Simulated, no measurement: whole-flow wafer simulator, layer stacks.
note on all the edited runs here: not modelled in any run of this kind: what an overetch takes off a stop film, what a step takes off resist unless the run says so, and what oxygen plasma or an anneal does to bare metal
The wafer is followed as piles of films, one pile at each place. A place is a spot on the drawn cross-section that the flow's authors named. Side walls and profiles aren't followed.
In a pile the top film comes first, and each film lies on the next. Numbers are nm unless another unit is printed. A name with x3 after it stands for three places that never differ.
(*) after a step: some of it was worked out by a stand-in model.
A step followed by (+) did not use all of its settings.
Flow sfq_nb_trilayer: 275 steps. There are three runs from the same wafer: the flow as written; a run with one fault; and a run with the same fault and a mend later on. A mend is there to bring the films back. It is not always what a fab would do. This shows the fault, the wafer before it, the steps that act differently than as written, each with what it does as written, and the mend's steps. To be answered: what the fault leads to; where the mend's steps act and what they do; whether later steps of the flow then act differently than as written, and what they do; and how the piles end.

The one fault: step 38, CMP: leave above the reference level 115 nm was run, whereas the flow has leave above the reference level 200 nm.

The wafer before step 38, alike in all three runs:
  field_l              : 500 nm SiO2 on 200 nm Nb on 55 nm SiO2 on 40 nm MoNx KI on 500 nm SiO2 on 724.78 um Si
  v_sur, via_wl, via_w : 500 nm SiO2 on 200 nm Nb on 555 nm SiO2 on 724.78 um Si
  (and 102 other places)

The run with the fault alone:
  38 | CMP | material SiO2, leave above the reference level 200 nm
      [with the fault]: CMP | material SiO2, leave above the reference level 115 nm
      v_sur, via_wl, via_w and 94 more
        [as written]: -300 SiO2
        [with the fault]: -385 SiO2
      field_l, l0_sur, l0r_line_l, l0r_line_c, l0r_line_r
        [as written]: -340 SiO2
        [with the fault]: -425 SiO2
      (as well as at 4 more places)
  Steps further on in the flow that do not act as written (3 other steps are not shown; they differ only slightly, by no more than 2% or 0.5 nm, whichever is larger):
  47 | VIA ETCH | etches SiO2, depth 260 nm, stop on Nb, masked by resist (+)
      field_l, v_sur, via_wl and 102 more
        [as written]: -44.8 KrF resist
        [with the fault]: -29.7 KrF resist
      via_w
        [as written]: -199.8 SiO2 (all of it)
        [with the fault]: -114.8 SiO2 (all of it)
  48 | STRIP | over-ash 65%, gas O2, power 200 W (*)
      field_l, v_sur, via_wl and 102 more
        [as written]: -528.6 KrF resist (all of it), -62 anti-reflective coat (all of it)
        [with the fault]: -543.7 KrF resist (all of it), -62 anti-reflective coat (all of it)
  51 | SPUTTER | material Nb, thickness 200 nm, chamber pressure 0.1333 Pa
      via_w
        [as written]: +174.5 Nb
        [with the fault]: +191.5 Nb
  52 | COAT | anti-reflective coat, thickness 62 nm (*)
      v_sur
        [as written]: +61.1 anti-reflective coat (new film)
        [with the fault]: +56.7 anti-reflective coat (new film)
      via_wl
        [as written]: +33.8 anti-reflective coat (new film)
        [with the fault]: +31.6 anti-reflective coat (new film)
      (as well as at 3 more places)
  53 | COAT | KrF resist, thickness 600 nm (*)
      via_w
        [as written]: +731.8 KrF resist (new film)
        [with the fault]: +656.5 KrF resist (new film)
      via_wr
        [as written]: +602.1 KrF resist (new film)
        [with the fault]: +615.2 KrF resist (new film)
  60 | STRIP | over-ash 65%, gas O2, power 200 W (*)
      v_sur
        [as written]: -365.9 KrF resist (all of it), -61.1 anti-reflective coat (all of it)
        [with the fault]: -376.6 KrF resist (all of it), -56.7 anti-reflective coat (all of it)
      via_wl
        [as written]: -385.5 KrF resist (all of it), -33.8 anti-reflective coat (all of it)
        [with the fault]: -397.4 KrF resist (all of it), -31.6 anti-reflective coat (all of it)
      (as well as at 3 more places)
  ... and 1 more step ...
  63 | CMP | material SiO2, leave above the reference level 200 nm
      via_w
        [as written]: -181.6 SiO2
        [with the fault]: -177.6 SiO2
  At field_l, v_sur, via_wl and 103 more, the piles at the end differ from the flow's by more than 2% or 0.5 nm, whichever is larger.
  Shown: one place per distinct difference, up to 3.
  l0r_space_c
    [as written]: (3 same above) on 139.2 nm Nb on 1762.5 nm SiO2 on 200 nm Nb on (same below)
    [with the fault]: (3 same above) on 139.2 nm Nb on 1677.5 nm SiO2 on 200 nm Nb on (same below)
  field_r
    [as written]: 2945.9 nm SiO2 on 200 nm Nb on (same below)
    [with the fault]: 2860.9 nm SiO2 on 200 nm Nb on (same below)
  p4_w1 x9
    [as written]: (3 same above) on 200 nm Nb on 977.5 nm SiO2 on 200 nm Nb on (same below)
    [with the fault]: (3 same above) on 200 nm Nb on 892.5 nm SiO2 on 200 nm Nb on (same below)

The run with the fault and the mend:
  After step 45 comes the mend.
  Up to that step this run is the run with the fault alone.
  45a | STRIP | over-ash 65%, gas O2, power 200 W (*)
      field_l, v_sur, via_wl and 102 more
        -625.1 KrF resist (all of it), -62 anti-reflective coat (all of it)
      via_w
        -62 anti-reflective coat (all of it)
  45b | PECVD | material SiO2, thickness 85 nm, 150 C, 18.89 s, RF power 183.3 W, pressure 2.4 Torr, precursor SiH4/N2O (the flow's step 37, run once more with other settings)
      field_l, v_sur, via_wl and 103 more
        +85 SiO2
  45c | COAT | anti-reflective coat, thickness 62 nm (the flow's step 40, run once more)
      field_l, v_sur, via_wl and 103 more
        +62 anti-reflective coat (new film)
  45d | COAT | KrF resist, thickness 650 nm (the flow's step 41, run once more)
      field_l, v_sur, via_wl and 103 more
        +650 KrF resist (new film)
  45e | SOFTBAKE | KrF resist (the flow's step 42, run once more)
      leaves every film unchanged at each place that is followed
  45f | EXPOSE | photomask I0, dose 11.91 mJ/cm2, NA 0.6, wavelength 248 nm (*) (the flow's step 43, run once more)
      leaves every film unchanged at each place that is followed
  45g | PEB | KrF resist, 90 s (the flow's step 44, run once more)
      field_l, v_sur, via_wl and 103 more
        -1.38 KrF resist
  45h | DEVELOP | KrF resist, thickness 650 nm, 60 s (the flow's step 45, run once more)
      field_l, v_sur, via_wl and 102 more
        -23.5 KrF resist
      via_w
        -648.6 KrF resist (all of it)
  Later steps of the flow that are run all act as written at every place that is followed.
  The piles end the same as the flow's at every place that both follow.
